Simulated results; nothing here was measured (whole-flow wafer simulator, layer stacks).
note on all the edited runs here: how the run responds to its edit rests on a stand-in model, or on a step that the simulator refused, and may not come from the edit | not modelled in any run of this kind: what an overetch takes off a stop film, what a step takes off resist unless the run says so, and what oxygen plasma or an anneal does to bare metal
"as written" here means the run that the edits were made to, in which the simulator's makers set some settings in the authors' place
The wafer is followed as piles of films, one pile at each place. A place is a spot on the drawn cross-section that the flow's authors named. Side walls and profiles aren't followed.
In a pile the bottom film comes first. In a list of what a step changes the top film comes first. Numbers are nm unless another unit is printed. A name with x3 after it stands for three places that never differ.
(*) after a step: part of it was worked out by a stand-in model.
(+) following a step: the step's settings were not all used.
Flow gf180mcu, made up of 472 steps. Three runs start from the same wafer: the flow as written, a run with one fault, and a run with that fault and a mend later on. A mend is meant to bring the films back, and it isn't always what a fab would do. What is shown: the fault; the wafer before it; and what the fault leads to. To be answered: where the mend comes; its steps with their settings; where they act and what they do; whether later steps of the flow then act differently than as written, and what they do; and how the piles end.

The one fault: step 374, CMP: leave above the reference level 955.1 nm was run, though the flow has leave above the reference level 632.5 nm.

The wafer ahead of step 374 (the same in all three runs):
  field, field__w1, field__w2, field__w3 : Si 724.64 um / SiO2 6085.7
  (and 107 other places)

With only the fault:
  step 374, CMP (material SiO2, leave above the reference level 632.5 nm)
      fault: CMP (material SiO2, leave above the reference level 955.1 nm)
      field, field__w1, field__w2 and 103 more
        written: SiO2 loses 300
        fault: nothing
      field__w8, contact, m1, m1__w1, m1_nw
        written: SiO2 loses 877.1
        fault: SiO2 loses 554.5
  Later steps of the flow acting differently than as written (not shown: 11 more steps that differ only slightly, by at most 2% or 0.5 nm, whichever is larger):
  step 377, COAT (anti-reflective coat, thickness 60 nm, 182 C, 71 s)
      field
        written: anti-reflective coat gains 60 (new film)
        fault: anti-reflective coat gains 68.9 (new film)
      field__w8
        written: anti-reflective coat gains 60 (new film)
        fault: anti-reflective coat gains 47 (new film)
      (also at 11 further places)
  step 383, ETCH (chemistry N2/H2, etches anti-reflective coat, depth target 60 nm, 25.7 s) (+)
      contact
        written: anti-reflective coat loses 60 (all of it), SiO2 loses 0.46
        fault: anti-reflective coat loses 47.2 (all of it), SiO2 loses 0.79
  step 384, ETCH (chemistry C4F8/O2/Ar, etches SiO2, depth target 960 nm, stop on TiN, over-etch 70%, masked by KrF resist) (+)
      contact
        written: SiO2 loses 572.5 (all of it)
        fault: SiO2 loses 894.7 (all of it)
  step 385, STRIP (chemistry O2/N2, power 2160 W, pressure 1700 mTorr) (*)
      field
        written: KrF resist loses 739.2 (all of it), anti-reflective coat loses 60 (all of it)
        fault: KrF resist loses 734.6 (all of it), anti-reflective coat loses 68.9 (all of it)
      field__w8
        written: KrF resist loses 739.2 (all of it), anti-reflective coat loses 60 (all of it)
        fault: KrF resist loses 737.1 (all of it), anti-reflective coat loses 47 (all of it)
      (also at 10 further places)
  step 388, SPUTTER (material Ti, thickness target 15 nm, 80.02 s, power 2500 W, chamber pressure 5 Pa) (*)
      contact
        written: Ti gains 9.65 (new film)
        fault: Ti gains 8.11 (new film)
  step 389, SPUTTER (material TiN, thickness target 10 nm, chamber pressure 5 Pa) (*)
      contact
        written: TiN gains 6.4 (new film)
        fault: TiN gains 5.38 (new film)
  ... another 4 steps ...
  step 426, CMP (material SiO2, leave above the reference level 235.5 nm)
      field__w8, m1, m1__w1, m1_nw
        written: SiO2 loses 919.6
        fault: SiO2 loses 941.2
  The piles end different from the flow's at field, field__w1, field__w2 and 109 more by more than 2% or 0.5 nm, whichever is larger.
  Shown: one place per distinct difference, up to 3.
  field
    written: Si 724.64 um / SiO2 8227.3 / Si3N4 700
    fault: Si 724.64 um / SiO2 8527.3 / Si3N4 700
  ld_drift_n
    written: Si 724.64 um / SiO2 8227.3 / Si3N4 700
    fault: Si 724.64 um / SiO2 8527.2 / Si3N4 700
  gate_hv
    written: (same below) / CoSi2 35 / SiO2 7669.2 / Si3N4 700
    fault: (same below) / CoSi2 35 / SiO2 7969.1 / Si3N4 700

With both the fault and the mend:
  The mend follows step 382.
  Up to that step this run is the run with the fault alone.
  step 382a, STRIP (chemistry O2/N2, power 2160 W, pressure 1700 mTorr) (*)
      iso_ptap_pw, iso_ntap_nw, iso_nw_fld and 33 more
        KrF resist loses 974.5 (all of it), anti-reflective coat loses 60 (all of it)
      field__w6, field__w7, field__w10 and 25 more
        KrF resist loses 974.7 (all of it), anti-reflective coat loses 60.1 (all of it)
      field__w2, field__w3, field__w12 and 10 more
        KrF resist loses 974.8 (all of it), anti-reflective coat loses 60.1 (all of it)
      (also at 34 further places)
  step 382b, CMP (material SiO2, leave above the reference level 632.5 nm) (the flow's step 374, run once more)
      field, field__w1, field__w2 and 103 more
        SiO2 loses 300
      field__w8, contact, m1, m1__w1, m1_nw
        SiO2 loses 322.6
  step 382c, HMDS (120 C, 60 s) (the flow's step 376, run once more)
      leaves every film unchanged at each place that is followed
  step 382d, COAT (anti-reflective coat, thickness 60 nm, 182 C, 71 s) (the flow's step 377, run once more)
      field, field__w1, field__w2 and 108 more
        anti-reflective coat gains 60 (new film)
  step 382e, COAT (KrF resist, thickness 1000 nm) (the flow's step 378, run once more)
      field, field__w1, field__w2 and 108 more
        KrF resist gains 1000 (new film)
  step 382f, SOFTBAKE (KrF resist) (the flow's step 379, run once more)
      leaves every film unchanged at each place that is followed
  step 382g, EXPOSE (photomask Via4) (the flow's step 380, run once more)
      leaves every film unchanged at each place that is followed
  step 382h, PEB (KrF resist, 135 C, 90 s) (the flow's step 381, run once more)
      field, field__w1, field__w2 and 108 more
        KrF resist loses 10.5
  step 382i, DEVELOP (KrF resist, thickness 1000 nm, 60 s) (the flow's step 382, run once more)
      field, field__w1, field__w2 and 107 more
        KrF resist loses 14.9
      contact
        KrF resist loses 989.5 (all of it)
  Later steps of the flow that are run all act as written at every place that is followed.
  By the end, the piles equal the flow's at every place that both follow.
